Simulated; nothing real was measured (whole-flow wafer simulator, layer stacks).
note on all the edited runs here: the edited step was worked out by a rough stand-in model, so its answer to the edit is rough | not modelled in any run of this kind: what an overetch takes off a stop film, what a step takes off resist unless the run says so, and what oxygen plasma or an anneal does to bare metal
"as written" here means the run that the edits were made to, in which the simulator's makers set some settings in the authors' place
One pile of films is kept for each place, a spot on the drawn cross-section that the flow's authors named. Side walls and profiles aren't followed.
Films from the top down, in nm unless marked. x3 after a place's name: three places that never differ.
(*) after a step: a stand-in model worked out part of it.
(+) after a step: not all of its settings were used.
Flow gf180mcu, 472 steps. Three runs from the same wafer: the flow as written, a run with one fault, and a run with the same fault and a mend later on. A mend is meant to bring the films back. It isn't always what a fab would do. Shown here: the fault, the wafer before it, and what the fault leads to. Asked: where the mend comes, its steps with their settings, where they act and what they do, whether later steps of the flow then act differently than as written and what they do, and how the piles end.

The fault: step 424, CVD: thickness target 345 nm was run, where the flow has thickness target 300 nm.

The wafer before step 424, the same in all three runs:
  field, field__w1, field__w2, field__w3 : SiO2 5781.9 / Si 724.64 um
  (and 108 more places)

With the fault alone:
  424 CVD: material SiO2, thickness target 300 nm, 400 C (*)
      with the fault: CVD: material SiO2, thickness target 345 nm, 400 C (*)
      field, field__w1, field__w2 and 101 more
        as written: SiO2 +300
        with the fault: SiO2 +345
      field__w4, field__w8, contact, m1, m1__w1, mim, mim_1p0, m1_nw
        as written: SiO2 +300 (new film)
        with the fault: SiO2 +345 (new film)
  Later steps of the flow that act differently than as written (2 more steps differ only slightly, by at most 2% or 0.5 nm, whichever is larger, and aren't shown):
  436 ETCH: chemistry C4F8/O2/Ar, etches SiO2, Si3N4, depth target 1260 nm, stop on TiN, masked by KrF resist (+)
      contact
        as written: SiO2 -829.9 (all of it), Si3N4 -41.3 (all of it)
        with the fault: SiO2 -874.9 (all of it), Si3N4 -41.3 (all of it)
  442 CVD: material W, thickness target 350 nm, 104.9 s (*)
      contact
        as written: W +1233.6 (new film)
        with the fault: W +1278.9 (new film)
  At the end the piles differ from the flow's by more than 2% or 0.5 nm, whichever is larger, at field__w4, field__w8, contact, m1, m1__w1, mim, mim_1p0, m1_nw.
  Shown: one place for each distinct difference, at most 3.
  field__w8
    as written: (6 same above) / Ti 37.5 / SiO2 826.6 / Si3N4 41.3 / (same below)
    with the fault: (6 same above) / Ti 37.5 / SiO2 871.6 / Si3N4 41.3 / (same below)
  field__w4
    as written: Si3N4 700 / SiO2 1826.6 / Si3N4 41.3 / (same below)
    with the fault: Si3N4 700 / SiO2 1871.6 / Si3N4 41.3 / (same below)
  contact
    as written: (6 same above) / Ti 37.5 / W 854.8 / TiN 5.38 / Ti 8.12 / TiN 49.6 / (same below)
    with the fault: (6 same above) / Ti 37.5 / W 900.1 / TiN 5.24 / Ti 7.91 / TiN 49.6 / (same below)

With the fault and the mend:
  The mend comes after step 424.
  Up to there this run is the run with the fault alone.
  424a WET ETCH: chemistry dHF, depth target 45 nm, 25 C, dilution 100:1 (the flow's step 17 once more, with other settings)
      field, field__w1, field__w2 and 109 more
        SiO2 -45
  No later step of the flow acts differently than as written at any place that is followed.
  At the end the piles are the same as the flow's at every place that both follow.
